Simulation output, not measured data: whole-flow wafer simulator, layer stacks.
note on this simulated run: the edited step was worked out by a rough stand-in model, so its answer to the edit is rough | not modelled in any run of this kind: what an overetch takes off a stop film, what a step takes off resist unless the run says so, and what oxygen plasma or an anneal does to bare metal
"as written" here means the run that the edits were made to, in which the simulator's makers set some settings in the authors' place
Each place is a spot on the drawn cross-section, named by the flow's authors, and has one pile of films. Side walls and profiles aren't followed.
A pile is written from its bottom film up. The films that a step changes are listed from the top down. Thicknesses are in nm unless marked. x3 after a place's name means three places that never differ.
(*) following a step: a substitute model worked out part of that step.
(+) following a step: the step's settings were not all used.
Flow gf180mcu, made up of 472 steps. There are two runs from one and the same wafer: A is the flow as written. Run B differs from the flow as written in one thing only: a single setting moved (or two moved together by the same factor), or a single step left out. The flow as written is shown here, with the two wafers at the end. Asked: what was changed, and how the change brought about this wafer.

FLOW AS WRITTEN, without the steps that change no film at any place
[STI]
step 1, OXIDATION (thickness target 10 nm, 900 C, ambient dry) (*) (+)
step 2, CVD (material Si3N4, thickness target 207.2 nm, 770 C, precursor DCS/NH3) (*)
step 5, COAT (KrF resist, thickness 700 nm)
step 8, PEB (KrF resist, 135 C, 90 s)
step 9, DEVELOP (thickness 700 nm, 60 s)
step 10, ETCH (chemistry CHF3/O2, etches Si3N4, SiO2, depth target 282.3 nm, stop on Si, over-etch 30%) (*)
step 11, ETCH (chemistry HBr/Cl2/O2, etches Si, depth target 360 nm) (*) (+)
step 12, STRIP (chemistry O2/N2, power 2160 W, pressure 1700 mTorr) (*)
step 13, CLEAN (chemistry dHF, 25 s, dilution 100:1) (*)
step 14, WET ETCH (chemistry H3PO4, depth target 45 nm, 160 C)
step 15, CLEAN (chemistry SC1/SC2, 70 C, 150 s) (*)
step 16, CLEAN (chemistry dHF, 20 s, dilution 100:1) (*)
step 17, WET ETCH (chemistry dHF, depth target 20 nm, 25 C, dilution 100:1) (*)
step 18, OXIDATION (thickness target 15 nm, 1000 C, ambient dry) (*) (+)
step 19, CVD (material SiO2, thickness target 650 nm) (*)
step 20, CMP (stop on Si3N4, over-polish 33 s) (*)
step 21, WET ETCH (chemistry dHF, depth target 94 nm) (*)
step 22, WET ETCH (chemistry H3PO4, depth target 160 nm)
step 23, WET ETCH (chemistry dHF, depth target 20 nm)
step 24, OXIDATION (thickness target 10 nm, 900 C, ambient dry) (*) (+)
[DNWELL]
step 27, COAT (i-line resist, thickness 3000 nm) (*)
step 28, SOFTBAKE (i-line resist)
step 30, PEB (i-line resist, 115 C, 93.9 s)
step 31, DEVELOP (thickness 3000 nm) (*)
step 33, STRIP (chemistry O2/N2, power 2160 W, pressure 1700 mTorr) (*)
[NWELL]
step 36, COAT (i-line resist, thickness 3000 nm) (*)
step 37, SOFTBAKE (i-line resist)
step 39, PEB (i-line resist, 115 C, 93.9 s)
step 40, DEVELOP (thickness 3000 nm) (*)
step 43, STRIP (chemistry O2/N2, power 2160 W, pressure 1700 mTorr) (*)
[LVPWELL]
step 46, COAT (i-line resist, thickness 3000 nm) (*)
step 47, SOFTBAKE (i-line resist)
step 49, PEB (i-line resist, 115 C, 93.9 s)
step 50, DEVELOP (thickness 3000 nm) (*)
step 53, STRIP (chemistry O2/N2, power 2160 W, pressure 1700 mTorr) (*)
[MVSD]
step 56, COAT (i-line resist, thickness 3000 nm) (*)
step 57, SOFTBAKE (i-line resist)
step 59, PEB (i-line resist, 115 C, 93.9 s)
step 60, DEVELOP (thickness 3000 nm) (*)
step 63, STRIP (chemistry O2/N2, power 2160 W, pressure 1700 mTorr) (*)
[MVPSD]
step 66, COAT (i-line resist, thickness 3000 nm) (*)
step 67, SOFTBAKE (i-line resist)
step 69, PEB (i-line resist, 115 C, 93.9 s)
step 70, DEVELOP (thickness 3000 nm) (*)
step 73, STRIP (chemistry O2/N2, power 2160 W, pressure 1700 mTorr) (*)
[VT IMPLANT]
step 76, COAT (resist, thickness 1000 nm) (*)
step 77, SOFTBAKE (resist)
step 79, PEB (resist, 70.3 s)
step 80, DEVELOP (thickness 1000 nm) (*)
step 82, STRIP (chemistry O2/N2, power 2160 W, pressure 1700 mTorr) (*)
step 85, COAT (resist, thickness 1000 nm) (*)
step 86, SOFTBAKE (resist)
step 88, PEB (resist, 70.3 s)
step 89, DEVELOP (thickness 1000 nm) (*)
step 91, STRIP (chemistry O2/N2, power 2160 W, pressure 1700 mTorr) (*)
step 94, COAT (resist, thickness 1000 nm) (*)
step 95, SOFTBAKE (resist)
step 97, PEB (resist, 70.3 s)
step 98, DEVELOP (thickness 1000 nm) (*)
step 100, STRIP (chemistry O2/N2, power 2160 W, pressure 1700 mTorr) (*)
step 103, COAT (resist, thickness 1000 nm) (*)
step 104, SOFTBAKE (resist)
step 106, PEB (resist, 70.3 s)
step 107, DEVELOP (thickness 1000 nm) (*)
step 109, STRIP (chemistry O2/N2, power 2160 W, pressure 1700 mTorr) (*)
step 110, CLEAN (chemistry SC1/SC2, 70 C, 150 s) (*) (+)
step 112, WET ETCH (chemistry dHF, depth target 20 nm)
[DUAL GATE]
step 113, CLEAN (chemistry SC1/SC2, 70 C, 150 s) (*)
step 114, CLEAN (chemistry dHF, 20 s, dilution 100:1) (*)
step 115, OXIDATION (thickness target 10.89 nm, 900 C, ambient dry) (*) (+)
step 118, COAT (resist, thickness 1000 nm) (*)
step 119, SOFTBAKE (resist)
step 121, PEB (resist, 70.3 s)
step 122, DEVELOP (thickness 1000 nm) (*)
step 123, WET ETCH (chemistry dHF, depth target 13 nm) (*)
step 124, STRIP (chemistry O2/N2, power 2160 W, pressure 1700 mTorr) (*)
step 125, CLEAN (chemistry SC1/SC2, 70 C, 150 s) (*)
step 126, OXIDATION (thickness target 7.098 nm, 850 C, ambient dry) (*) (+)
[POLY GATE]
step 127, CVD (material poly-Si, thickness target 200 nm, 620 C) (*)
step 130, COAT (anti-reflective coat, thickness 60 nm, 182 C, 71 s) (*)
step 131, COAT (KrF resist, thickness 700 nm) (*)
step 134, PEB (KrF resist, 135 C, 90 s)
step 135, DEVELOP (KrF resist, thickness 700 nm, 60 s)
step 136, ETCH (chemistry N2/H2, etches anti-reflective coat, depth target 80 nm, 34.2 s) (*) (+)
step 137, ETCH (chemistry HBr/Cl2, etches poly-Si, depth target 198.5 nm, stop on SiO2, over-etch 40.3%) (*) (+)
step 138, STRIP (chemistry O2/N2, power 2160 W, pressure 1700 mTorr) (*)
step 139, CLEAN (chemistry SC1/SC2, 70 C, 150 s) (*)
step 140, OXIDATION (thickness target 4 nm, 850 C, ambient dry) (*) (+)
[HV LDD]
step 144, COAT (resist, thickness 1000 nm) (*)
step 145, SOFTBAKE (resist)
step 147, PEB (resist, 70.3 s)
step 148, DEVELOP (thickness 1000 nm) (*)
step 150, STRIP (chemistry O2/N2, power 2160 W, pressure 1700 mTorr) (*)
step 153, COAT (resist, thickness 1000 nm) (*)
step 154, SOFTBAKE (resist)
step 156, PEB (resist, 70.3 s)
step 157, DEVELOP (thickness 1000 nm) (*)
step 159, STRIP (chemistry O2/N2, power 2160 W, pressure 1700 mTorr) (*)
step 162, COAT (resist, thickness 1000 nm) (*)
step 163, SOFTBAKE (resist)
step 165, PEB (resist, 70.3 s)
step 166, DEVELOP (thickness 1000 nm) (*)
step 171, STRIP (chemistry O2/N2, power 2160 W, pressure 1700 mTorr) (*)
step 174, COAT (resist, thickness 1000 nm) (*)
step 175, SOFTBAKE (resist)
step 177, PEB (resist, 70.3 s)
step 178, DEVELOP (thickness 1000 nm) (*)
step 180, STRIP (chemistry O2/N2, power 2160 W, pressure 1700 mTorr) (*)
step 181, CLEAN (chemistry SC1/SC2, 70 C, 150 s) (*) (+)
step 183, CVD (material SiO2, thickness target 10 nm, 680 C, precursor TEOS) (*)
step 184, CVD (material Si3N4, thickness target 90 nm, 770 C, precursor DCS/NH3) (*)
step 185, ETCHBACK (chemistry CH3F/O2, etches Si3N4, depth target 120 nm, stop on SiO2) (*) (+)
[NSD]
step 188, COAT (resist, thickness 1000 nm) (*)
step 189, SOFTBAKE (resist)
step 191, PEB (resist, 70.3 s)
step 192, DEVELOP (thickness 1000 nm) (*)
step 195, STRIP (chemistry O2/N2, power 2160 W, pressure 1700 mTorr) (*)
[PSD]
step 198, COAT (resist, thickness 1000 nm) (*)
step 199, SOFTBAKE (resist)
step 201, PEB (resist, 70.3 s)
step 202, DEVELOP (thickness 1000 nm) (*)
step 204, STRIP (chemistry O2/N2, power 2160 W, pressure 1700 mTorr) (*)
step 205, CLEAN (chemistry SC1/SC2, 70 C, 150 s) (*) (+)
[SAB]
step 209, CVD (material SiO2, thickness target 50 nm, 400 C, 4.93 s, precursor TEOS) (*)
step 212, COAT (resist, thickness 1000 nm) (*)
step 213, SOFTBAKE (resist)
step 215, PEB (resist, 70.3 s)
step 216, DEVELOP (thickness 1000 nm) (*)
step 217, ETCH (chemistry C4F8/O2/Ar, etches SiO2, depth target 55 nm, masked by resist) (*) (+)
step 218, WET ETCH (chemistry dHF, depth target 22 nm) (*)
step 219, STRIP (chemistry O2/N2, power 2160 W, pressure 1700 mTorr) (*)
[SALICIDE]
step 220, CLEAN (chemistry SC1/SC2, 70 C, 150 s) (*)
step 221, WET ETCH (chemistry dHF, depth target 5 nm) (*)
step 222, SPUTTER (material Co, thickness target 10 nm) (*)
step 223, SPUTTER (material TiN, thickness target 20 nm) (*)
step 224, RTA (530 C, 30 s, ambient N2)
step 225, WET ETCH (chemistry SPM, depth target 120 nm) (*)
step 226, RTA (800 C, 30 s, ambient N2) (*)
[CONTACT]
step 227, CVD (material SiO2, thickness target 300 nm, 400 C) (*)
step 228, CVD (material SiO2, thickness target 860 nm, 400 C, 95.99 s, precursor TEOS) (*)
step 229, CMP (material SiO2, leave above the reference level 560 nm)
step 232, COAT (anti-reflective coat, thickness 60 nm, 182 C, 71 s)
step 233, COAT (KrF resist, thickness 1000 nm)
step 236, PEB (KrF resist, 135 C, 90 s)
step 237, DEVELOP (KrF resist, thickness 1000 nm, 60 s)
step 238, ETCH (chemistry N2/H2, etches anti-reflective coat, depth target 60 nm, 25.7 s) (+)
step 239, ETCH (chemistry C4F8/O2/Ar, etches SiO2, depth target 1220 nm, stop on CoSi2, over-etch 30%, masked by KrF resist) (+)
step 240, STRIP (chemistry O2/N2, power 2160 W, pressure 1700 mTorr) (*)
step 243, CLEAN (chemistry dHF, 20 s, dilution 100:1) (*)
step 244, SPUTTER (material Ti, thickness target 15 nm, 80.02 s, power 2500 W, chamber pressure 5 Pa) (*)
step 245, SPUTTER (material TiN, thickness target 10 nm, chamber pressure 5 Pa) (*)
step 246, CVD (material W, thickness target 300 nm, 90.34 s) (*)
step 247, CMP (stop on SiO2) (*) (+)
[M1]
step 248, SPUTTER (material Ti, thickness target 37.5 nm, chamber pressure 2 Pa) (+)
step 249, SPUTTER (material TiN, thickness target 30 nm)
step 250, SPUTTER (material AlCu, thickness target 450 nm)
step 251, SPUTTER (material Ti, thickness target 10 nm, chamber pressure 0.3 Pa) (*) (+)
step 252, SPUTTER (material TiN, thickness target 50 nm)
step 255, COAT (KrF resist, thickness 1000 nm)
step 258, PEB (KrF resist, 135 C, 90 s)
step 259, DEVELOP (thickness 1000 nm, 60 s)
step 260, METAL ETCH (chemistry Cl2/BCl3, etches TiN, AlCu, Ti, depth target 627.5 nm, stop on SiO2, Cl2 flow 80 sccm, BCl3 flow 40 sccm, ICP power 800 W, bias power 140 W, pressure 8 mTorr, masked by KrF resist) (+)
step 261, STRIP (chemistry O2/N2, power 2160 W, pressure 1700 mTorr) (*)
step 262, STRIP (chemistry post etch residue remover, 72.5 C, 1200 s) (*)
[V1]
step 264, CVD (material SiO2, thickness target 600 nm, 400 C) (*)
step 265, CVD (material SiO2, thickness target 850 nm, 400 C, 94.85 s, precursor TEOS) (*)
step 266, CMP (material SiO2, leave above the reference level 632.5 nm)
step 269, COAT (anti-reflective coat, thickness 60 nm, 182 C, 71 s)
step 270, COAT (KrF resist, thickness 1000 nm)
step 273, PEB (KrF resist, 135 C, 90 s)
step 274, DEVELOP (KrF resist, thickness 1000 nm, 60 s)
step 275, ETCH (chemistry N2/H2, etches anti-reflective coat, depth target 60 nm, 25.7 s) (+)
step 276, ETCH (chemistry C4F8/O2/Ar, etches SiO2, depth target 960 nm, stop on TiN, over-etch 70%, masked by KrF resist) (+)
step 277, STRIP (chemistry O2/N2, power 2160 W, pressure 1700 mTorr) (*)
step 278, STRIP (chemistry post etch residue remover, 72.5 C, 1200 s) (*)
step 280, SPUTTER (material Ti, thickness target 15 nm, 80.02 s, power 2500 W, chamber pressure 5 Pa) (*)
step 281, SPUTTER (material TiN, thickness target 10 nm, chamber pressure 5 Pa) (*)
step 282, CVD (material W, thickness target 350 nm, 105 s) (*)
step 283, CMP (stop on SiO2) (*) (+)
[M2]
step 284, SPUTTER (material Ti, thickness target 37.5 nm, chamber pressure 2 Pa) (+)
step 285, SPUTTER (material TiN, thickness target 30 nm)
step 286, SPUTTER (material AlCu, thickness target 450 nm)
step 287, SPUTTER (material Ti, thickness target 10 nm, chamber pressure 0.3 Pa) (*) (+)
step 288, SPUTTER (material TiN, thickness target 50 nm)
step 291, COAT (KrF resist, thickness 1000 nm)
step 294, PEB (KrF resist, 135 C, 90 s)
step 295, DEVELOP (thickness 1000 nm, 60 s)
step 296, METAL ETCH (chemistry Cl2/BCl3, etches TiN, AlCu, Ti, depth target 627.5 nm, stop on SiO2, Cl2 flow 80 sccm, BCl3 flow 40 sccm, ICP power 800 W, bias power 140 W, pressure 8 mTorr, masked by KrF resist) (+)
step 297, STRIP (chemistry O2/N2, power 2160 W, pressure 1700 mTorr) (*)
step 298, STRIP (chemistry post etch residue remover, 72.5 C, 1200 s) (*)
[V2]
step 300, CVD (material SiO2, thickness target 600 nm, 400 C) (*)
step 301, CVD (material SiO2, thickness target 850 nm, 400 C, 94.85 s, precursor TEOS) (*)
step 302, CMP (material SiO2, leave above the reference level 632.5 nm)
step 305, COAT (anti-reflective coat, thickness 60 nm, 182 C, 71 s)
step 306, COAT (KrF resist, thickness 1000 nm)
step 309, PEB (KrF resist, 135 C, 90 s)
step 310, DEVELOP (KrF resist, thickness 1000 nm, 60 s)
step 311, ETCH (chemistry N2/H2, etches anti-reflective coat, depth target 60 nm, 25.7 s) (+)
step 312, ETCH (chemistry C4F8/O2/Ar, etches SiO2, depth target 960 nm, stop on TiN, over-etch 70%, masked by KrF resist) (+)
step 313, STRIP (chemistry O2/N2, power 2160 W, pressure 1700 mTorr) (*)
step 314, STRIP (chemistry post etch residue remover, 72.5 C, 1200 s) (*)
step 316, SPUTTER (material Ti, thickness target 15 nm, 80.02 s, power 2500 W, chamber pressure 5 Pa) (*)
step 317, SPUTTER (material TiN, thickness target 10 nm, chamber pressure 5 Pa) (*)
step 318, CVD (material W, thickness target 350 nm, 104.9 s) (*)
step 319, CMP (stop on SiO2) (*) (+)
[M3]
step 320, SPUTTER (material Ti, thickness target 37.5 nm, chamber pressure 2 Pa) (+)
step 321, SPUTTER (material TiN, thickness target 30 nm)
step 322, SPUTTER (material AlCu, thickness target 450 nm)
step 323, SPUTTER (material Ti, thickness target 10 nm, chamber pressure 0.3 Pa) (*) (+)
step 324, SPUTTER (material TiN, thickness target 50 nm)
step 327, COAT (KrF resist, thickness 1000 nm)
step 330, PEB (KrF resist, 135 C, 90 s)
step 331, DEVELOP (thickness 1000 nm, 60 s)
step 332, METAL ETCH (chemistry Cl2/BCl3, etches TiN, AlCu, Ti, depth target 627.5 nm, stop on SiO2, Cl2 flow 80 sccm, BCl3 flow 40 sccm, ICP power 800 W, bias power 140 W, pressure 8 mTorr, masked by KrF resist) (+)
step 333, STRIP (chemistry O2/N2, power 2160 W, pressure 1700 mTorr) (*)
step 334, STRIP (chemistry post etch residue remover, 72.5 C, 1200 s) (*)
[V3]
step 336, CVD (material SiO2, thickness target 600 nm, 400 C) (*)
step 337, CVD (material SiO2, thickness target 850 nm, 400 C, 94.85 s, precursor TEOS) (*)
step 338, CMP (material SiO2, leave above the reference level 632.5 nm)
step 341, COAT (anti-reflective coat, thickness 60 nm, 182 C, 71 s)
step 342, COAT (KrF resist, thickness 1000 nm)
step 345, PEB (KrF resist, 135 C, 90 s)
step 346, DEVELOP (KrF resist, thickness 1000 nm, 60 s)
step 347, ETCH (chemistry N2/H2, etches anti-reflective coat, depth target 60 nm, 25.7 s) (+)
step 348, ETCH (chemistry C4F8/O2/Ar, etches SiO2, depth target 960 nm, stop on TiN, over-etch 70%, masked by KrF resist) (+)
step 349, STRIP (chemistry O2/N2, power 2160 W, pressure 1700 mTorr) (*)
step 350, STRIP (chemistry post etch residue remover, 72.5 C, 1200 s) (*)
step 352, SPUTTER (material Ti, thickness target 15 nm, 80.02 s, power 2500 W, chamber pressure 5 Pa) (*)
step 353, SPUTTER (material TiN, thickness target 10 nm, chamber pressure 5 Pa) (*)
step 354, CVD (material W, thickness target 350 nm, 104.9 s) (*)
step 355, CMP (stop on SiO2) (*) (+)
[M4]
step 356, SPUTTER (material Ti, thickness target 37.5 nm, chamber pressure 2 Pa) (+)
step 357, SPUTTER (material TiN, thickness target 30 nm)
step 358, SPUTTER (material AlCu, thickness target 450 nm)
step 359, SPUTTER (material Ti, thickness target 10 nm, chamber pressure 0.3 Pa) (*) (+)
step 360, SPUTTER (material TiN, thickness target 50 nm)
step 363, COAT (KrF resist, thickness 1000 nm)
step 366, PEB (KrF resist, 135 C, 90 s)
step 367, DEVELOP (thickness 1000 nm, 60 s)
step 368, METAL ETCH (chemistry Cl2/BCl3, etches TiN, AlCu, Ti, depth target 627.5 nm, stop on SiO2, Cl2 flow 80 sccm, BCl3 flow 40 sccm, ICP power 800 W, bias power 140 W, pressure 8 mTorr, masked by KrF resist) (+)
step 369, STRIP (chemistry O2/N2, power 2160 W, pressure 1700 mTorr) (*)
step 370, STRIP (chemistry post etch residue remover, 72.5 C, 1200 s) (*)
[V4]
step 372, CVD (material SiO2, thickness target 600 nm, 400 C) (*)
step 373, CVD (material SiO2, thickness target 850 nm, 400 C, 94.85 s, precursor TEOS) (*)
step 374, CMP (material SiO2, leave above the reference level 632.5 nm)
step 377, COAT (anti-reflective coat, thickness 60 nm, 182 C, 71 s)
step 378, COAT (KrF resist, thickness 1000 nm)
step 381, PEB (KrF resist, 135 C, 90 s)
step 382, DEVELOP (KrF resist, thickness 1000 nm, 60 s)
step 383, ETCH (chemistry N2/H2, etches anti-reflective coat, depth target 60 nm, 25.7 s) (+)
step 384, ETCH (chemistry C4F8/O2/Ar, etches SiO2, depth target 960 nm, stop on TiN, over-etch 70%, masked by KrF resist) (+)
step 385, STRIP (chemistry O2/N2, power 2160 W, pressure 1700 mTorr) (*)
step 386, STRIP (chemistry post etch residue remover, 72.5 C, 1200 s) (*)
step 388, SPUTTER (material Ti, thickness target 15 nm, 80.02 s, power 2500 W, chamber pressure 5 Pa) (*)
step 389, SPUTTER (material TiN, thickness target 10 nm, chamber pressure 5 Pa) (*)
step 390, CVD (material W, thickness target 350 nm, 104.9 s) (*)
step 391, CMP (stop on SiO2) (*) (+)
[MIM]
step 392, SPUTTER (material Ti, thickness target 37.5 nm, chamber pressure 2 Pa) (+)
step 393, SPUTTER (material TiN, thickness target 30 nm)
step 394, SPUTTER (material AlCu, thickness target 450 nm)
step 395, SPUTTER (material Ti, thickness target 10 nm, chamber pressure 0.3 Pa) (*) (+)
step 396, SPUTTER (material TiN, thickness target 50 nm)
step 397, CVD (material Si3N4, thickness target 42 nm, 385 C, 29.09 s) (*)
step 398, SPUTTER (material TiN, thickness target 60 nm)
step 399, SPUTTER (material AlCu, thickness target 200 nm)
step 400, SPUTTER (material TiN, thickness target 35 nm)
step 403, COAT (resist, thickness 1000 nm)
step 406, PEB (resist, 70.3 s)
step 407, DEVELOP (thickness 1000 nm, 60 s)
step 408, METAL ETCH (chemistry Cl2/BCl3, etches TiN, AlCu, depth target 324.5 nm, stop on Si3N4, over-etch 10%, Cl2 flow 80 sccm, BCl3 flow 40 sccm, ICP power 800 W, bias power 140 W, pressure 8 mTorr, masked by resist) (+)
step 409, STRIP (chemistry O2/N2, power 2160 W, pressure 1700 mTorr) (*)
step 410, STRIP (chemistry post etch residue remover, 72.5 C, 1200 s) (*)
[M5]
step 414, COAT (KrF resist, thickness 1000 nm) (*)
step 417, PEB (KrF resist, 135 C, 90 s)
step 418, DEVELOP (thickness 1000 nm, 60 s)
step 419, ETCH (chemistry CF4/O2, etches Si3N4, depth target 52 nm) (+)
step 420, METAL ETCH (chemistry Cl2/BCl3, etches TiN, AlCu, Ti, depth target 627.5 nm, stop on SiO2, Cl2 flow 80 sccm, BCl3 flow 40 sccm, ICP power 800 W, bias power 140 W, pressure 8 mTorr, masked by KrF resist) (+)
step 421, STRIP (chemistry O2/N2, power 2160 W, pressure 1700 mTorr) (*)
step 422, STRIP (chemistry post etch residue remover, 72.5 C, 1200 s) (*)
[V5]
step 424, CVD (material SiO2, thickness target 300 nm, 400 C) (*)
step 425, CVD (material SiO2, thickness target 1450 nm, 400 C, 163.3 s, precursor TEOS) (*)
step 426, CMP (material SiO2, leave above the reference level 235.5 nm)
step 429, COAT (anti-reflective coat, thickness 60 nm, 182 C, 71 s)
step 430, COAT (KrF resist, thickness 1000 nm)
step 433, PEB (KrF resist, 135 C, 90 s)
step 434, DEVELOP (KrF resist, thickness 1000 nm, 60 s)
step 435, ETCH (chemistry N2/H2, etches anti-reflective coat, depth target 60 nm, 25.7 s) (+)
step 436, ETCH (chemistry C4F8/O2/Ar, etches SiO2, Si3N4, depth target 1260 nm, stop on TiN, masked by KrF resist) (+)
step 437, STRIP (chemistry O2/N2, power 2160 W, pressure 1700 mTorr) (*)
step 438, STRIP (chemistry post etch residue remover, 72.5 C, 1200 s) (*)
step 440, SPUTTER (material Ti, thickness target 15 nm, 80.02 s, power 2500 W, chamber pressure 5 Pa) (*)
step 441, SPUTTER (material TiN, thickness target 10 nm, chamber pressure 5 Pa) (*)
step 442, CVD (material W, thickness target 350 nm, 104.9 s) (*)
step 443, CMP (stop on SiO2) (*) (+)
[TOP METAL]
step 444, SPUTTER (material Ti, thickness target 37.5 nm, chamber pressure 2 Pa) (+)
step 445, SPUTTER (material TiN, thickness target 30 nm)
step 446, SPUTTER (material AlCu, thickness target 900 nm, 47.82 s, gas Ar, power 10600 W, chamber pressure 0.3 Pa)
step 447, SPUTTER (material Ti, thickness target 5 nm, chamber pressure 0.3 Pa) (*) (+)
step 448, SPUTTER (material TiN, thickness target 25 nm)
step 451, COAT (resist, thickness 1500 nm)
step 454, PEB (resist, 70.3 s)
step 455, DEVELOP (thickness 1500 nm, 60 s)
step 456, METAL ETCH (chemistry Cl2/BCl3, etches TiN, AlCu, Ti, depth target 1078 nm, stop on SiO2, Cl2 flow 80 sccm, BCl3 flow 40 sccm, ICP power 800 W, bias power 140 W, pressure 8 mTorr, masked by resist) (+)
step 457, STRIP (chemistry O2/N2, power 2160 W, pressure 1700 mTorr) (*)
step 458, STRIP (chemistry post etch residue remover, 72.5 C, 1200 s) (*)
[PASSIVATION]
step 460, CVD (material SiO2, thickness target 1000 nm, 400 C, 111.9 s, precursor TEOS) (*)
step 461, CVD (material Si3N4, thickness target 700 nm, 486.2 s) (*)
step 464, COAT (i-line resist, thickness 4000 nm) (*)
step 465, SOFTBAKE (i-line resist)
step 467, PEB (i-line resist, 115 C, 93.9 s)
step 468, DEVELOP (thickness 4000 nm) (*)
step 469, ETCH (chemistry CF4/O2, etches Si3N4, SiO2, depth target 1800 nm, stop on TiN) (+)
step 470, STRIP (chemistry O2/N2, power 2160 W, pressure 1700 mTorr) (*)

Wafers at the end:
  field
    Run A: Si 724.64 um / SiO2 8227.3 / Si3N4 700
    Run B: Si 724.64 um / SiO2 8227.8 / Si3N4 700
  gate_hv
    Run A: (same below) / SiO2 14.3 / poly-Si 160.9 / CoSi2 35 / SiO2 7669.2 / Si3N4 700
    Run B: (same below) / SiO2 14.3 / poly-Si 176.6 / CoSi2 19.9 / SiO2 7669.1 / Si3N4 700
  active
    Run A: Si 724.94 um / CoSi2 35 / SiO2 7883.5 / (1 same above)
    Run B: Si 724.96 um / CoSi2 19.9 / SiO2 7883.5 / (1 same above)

What caused this: step 222, SPUTTER: thickness target 5.7 nm was run, while the flow as written has thickness target 10 nm.

Step by step, how the change led to this:
  step 222, SPUTTER (material Co, thickness target 10 nm) (*)
      field, field__w7, field__w8 and 71 more: A Co gains 10 (new film) | B Co gains 5.7 (new film)
      field__w6, field_sub, field_sub__w2: A Co gains 9.95 (new film) | B Co gains 5.67 (new film)
      (and at 34 other places as well)
  step 224, RTA (530 C, 30 s, ambient N2)
      gate, gate_hv, gate_p and 22 more: A under 1 film: CoSi gains 19.9 (new film), Co loses 10 (all of it), poly-Si loses 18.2 | B under 1 film: CoSi gains 11.3 (new film), Co loses 5.7 (all of it), poly-Si loses 10.4
      active, p_well, sd_n and 11 more: A under 1 film: CoSi gains 19.9 (new film), Co loses 10 (all of it), Si loses 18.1 | B under 1 film: CoSi gains 11.3 (new film), Co loses 5.7 (all of it), Si loses 10.3
      (and at 10 other places as well)
  step 225, WET ETCH (chemistry SPM, depth target 120 nm) (*)
      field, field__w7, field__w8 and 32 more: A TiN loses 20 (all of it), Co loses 10 (all of it) | B TiN loses 20 (all of it), Co loses 5.7 (all of it)
      field__w9, nw_enc_fld_lv__w3: A TiN loses 19.1 (all of it), Co loses 9.6 (all of it) | B TiN loses 19.1 (all of it), Co loses 5.47 (all of it)
      (and at 25 other places as well)
  step 226, RTA (800 C, 30 s, ambient N2) (*)
      gate, gate_hv, gate_p and 22 more: A CoSi2 gains 35 (new film), CoSi loses 19.9 (all of it), poly-Si loses 18.2 | B CoSi2 gains 19.9 (new film), CoSi loses 11.3 (all of it), poly-Si loses 10.4
      active, p_well, sd_n and 11 more: A CoSi2 gains 35 (new film), CoSi loses 19.9 (all of it), Si loses 18.1 | B CoSi2 gains 19.9 (new film), CoSi loses 11.3 (all of it), Si loses 10.3
      (and at 10 other places as well)
